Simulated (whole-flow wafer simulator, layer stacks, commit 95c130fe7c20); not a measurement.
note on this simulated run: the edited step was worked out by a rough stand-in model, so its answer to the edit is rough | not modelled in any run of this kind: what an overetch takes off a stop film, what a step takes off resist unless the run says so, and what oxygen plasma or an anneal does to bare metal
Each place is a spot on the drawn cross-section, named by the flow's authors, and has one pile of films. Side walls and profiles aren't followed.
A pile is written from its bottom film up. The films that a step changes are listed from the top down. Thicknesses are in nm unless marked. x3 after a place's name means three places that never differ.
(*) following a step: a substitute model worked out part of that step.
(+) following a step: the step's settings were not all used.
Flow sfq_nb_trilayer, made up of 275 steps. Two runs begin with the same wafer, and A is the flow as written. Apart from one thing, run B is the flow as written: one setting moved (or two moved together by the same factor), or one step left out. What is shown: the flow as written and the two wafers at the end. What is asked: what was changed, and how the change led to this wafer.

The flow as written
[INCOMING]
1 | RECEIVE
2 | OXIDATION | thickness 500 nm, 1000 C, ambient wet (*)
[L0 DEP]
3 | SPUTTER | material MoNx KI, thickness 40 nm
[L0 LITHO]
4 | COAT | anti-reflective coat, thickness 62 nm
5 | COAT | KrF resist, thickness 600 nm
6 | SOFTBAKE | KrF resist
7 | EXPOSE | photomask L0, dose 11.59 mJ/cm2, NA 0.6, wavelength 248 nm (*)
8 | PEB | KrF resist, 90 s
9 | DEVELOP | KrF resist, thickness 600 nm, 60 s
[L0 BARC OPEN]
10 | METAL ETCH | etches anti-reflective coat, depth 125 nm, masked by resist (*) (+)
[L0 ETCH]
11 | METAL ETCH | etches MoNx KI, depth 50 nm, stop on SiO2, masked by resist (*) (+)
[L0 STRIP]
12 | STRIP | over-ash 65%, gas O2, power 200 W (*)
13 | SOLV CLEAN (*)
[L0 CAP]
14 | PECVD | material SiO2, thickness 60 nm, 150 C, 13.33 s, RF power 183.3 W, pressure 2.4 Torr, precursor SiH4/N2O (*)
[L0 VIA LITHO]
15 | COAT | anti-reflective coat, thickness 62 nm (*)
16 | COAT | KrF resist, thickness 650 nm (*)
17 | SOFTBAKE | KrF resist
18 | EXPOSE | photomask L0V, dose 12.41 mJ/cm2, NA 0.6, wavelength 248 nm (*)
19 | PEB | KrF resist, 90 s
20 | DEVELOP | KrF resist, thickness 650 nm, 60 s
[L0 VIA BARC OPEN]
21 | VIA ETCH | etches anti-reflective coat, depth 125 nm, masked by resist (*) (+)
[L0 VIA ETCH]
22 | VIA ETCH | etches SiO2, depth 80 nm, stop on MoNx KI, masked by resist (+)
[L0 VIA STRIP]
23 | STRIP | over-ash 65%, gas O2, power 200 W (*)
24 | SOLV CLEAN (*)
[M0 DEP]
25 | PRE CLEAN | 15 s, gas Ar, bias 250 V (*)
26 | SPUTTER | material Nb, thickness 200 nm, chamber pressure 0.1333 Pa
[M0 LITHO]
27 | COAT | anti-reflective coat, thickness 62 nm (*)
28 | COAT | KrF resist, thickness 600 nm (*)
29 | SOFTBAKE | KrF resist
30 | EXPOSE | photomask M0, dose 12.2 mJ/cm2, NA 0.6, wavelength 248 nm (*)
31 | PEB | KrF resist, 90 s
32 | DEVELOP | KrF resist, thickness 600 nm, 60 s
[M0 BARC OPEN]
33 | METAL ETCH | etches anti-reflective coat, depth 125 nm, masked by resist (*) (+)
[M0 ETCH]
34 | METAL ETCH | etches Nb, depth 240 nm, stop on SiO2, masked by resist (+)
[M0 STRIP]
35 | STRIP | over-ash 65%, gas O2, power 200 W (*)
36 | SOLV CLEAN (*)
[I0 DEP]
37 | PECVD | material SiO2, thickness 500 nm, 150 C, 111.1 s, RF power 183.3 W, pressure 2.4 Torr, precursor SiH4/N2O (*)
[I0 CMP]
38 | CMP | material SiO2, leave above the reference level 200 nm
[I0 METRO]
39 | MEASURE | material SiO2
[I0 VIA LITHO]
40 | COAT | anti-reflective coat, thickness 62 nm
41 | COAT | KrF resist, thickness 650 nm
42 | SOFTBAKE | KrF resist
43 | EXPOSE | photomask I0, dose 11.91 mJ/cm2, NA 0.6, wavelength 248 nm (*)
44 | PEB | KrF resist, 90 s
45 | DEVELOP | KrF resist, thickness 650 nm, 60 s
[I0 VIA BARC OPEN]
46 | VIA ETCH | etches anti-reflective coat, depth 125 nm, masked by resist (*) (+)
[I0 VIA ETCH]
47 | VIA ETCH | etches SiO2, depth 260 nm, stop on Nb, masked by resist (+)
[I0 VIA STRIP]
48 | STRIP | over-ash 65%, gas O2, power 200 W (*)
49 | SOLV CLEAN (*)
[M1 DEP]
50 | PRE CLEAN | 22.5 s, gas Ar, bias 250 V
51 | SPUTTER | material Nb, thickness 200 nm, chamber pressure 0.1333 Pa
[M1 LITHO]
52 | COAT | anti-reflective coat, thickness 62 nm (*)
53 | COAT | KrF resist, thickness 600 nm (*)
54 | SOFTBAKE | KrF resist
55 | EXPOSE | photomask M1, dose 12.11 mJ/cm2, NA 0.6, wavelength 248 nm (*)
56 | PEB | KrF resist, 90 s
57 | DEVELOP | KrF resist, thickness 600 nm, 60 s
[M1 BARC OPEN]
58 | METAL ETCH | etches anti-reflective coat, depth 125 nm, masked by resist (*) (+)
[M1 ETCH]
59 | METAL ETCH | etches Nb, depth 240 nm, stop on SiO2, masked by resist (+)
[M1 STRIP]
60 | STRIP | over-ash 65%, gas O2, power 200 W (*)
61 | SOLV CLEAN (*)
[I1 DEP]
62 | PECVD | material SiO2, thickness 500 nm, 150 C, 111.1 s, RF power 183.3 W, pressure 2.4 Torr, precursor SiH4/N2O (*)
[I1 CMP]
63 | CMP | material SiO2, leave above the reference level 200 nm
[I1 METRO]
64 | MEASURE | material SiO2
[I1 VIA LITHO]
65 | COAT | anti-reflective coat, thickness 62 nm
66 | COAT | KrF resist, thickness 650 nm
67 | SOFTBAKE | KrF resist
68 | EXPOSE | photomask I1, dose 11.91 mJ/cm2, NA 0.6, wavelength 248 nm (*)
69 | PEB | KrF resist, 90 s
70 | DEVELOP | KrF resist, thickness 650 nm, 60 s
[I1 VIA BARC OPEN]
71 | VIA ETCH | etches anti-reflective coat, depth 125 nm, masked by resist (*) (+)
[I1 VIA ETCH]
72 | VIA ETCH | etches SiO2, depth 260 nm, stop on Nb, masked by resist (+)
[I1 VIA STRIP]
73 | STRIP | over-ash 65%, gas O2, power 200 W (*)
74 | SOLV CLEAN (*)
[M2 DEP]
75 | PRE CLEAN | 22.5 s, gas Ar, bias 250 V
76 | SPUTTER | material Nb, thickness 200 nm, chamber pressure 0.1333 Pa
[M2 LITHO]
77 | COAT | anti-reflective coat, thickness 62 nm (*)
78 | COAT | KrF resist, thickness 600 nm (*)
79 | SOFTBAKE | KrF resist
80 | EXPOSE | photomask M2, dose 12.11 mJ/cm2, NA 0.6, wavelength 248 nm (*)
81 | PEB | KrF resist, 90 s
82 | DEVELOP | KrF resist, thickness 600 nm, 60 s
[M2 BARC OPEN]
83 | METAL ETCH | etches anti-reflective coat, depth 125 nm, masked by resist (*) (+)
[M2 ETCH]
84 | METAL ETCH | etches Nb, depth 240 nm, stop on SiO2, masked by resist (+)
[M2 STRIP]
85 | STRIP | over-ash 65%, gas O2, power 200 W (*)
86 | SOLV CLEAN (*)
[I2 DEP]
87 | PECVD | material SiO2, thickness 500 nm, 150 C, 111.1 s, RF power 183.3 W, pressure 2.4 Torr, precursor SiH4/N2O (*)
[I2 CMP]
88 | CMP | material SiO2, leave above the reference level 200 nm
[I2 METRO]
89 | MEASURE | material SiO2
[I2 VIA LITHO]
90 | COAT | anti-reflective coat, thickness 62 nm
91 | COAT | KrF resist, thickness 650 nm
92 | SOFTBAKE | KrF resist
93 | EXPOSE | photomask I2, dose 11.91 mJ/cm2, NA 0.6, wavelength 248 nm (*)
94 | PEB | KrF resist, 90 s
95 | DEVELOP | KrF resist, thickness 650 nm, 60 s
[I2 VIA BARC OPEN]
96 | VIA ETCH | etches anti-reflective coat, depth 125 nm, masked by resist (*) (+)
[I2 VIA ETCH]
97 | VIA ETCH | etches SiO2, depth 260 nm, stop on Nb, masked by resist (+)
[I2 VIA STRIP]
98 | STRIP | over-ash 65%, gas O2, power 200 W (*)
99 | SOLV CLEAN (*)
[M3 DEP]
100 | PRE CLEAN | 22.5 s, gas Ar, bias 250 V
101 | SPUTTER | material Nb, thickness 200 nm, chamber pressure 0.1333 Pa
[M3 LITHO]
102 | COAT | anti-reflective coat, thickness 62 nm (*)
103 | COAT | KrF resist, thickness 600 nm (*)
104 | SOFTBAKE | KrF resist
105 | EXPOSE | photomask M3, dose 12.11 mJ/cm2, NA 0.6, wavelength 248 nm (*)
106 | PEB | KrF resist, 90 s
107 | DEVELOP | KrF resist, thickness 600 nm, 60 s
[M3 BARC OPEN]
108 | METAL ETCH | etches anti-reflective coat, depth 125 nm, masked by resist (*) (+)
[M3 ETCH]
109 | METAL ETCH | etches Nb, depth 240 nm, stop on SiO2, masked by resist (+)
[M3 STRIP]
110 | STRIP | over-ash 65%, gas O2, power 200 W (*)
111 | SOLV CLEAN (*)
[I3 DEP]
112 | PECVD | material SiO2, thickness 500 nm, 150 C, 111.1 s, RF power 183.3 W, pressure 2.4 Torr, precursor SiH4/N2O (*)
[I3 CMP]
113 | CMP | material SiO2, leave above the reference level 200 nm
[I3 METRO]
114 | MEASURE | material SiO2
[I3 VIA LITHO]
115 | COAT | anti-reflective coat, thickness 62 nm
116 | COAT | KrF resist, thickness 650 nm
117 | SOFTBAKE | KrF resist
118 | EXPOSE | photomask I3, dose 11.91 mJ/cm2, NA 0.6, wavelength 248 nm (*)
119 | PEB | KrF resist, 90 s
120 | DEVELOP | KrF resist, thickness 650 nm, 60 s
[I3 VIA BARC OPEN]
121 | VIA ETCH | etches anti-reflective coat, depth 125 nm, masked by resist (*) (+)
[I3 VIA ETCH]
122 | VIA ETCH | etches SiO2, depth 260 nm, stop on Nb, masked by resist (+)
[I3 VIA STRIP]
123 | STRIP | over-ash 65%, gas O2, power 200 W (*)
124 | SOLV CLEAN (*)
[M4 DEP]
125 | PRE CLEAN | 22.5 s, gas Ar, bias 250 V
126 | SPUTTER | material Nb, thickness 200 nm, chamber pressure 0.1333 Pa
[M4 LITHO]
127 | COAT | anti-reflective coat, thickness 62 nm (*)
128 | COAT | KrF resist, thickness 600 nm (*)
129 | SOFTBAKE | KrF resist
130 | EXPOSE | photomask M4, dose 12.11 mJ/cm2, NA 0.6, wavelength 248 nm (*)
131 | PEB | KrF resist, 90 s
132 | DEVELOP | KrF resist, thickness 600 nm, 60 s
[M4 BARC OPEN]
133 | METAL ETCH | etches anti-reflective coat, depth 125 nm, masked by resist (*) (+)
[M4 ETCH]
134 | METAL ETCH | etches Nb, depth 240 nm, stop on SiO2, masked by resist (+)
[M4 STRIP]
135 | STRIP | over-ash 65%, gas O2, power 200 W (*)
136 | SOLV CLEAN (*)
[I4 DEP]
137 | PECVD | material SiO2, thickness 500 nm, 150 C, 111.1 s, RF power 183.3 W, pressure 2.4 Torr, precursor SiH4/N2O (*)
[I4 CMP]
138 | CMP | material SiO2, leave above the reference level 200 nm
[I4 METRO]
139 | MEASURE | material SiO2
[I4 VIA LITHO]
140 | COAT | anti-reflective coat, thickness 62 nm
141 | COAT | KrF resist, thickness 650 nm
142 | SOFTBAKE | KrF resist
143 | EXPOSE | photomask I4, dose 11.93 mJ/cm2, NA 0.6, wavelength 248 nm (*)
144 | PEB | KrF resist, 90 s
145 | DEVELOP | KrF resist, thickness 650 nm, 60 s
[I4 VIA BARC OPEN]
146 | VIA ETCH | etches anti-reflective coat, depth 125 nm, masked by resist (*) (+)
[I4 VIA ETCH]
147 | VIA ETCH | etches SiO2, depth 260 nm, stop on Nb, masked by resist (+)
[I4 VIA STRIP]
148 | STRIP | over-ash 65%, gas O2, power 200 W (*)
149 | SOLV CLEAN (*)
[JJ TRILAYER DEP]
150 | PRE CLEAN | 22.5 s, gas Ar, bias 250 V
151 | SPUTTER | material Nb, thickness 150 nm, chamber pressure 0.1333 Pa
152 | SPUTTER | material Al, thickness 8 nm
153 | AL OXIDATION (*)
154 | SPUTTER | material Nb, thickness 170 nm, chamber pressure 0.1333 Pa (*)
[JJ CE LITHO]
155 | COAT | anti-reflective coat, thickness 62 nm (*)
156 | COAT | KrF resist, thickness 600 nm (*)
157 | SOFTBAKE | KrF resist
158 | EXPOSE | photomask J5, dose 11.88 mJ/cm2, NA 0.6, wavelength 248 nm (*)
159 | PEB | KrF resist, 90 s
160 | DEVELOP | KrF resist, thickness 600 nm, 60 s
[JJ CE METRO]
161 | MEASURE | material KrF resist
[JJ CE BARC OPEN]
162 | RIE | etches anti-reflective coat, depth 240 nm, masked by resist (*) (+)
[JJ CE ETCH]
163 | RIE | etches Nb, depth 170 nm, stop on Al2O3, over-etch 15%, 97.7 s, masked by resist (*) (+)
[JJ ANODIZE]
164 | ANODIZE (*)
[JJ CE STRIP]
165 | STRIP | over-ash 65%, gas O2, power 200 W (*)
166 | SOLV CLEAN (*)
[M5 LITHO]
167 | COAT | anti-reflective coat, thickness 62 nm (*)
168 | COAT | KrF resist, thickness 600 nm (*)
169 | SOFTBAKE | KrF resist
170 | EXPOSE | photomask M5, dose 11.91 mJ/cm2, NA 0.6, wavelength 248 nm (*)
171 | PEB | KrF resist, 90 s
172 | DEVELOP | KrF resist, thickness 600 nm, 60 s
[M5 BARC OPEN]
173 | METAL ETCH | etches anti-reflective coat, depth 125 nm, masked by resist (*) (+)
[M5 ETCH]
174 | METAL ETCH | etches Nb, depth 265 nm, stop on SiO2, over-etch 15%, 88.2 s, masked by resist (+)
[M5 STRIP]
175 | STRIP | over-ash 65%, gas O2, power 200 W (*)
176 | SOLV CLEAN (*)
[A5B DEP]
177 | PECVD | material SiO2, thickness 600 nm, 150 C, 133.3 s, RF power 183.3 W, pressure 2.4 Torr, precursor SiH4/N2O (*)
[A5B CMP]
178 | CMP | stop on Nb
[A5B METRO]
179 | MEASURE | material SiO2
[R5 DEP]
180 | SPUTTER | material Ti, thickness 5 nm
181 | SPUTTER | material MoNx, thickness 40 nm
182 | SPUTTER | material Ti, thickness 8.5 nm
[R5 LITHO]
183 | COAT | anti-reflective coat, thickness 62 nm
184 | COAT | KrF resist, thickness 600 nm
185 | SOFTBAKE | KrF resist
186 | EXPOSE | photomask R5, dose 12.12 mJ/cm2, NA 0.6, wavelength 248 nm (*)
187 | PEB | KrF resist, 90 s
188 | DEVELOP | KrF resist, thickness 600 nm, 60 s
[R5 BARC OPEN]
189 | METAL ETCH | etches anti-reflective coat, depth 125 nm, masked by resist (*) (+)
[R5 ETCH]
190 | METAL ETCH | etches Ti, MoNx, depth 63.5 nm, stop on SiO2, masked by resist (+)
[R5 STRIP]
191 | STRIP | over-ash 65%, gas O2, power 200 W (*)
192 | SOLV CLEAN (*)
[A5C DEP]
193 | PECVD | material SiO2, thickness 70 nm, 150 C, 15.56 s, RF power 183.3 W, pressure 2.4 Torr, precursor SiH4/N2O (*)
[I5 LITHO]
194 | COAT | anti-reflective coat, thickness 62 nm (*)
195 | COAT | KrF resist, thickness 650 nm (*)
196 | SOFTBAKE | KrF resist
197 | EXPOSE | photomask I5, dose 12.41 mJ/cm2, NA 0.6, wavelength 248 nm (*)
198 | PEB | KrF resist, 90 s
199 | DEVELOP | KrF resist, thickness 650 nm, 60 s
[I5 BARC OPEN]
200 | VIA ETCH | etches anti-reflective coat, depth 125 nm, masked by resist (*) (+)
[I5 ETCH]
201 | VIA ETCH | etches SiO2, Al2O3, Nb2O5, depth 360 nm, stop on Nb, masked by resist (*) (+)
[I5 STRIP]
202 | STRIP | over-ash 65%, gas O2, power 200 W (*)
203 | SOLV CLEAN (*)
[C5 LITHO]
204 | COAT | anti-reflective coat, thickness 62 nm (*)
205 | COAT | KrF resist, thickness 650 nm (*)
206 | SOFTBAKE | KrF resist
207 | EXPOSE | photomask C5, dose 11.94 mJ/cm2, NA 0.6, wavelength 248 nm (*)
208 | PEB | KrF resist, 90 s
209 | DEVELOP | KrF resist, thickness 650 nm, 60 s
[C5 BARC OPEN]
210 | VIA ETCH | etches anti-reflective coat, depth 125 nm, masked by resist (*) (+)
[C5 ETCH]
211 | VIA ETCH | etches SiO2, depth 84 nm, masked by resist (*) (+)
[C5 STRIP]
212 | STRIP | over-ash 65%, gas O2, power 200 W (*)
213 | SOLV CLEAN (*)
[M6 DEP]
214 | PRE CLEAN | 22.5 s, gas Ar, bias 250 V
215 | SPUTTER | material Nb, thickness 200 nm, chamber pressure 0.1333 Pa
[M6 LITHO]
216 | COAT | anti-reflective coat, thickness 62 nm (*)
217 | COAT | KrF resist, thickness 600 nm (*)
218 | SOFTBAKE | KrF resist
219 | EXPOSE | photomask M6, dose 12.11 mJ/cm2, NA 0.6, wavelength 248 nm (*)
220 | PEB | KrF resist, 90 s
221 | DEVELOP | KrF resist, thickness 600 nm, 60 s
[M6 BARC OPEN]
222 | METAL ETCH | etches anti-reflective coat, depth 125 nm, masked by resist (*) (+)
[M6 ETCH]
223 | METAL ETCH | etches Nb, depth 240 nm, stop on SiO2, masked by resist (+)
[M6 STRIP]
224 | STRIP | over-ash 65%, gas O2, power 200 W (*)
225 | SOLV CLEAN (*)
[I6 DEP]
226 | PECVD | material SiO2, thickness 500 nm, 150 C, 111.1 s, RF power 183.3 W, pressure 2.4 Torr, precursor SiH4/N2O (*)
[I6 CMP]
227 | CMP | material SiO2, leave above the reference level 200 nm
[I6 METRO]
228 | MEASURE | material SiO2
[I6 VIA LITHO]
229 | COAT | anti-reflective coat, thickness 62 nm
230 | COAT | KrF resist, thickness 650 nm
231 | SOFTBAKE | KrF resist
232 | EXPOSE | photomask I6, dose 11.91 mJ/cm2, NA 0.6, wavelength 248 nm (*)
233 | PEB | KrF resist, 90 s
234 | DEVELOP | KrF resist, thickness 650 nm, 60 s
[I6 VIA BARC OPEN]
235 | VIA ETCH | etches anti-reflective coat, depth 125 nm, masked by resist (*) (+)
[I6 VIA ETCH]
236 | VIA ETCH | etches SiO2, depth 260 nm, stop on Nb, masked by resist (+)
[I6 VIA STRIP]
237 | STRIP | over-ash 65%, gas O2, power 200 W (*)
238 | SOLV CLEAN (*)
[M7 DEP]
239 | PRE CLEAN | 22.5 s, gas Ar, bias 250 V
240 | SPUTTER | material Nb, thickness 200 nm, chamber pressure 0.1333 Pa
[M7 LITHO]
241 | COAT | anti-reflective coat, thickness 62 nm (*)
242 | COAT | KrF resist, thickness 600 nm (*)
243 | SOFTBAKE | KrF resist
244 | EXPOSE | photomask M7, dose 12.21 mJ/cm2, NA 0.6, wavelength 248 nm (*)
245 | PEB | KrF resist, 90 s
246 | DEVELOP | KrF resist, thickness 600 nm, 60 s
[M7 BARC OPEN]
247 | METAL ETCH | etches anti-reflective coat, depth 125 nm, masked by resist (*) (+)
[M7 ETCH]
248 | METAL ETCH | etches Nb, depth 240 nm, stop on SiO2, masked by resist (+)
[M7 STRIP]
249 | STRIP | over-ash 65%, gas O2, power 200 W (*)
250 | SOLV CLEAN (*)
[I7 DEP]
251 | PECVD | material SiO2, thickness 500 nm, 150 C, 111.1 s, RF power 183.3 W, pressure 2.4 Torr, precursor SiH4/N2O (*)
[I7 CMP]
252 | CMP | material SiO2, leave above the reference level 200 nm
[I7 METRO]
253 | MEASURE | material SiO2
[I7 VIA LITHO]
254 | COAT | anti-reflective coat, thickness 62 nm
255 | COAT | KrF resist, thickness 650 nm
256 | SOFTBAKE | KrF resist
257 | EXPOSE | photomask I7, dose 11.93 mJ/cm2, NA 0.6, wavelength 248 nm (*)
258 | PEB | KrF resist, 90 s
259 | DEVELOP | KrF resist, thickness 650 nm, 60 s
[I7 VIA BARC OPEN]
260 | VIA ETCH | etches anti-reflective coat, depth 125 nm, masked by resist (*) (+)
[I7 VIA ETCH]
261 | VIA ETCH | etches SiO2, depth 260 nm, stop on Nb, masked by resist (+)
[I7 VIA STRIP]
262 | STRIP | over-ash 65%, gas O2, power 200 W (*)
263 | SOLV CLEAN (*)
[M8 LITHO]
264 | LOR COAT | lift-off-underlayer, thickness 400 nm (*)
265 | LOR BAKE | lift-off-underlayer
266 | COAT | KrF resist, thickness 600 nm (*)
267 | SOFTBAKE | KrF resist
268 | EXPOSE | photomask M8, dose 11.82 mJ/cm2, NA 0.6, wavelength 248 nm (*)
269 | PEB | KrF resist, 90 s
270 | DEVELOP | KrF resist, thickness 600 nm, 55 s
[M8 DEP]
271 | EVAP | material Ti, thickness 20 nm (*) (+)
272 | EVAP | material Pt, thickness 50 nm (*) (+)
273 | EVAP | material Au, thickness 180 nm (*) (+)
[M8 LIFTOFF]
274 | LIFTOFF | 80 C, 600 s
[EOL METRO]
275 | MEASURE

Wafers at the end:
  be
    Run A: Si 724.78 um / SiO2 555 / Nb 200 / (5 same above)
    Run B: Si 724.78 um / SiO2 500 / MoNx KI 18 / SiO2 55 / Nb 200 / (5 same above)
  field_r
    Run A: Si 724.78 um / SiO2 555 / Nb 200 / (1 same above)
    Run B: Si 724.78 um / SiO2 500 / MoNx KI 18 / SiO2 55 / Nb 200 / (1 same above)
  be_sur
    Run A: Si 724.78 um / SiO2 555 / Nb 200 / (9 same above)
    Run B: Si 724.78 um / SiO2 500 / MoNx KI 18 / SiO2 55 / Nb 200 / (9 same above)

What caused this: step 11, METAL ETCH: depth 22 nm was run, though the flow has depth 50 nm.

How this came from the change, step by step:
  11 | METAL ETCH | etches MoNx KI, depth 50 nm, stop on SiO2, masked by resist (*) (+)
      v_sur, via_wl, via_w and 97 more: A MoNx KI loses 40 (all of it) | B MoNx KI loses 22
      field_l, l0_sur, l0v, l0r_line_l, l0r_line_c, l0r_line_r: A KrF resist loses 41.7 | B KrF resist loses 18.3
  12 | STRIP | over-ash 65%, gas O2, power 200 W (*)
      field_l, l0_sur, l0v, l0r_line_l, l0r_line_c, l0r_line_r: A KrF resist loses 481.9 (all of it), anti-reflective coat loses 62 (all of it) | B KrF resist loses 505.2 (all of it), anti-reflective coat loses 62 (all of it)
  14 | PECVD | material SiO2, thickness 60 nm, 150 C, 13.33 s, RF power 183.3 W, pressure 2.4 Torr, precursor SiH4/N2O (*)
      v_sur, via_wl, via_w and 97 more: A SiO2 gains 60 | B SiO2 gains 60 (new film)
  15 | COAT | anti-reflective coat, thickness 62 nm (*)
      field_l: A anti-reflective coat gains 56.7 (new film) | B anti-reflective coat gains 58.9 (new film)
      v_sur: A anti-reflective coat gains 72.2 (new film) | B anti-reflective coat gains 67.6 (new film)
      (as well as at 3 more places)
  23 | STRIP | over-ash 65%, gas O2, power 200 W (*)
      field_l: A KrF resist loses 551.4 (all of it), anti-reflective coat loses 56.7 (all of it) | B KrF resist loses 555.2 (all of it), anti-reflective coat loses 58.9 (all of it)
      v_sur: A KrF resist loses 570.5 (all of it), anti-reflective coat loses 72.2 (all of it) | B KrF resist loses 565.5 (all of it), anti-reflective coat loses 67.6 (all of it)
      (as well as at 3 more places)
  27 | COAT | anti-reflective coat, thickness 62 nm (*)
      field_l: A anti-reflective coat gains 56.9 (new film) | B anti-reflective coat gains 59 (new film)
      v_sur: A anti-reflective coat gains 72.3 (new film) | B anti-reflective coat gains 67.6 (new film)
      (as well as at 4 more places)
  35 | STRIP | over-ash 65%, gas O2, power 200 W (*)
      field_l: A KrF resist loses 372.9 (all of it), anti-reflective coat loses 56.9 (all of it) | B KrF resist loses 377.1 (all of it), anti-reflective coat loses 59 (all of it)
      v_sur: A KrF resist loses 391.6 (all of it), anti-reflective coat loses 72.3 (all of it) | B KrF resist loses 387.3 (all of it), anti-reflective coat loses 67.6 (all of it)
      (as well as at 4 more places)
  38 | CMP | material SiO2, leave above the reference level 200 nm
      field_l, l0_sur, l0r_line_l, l0r_line_c, l0r_line_r: A SiO2 loses 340 | B SiO2 loses 322
      l0v: A SiO2 loses 277.8 | B SiO2 loses 259.8
Taking metal films that touch as one body, be has 4 bodies (between them, from the top down: SiO2 503.2; SiO2 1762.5; SiO2 55); the flow as written gives 3 bodies (between them, from the top down: SiO2 503.2; SiO2 1762.5).
Taking metal films that touch as one body, field_r has 2 bodies (between them, from the top down: SiO2 55); the flow as written gives 1 body.
Taking metal films that touch as one body, be_sur has 5 bodies (between them, from the top down: SiO2 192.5; SiO2 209 / Al2O3 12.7 / Nb2O5 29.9; SiO2 1762.5; SiO2 55); the flow as written gives 4 bodies (between them, from the top down: SiO2 192.5; SiO2 209 / Al2O3 12.7 / Nb2O5 29.9; SiO2 1762.5).
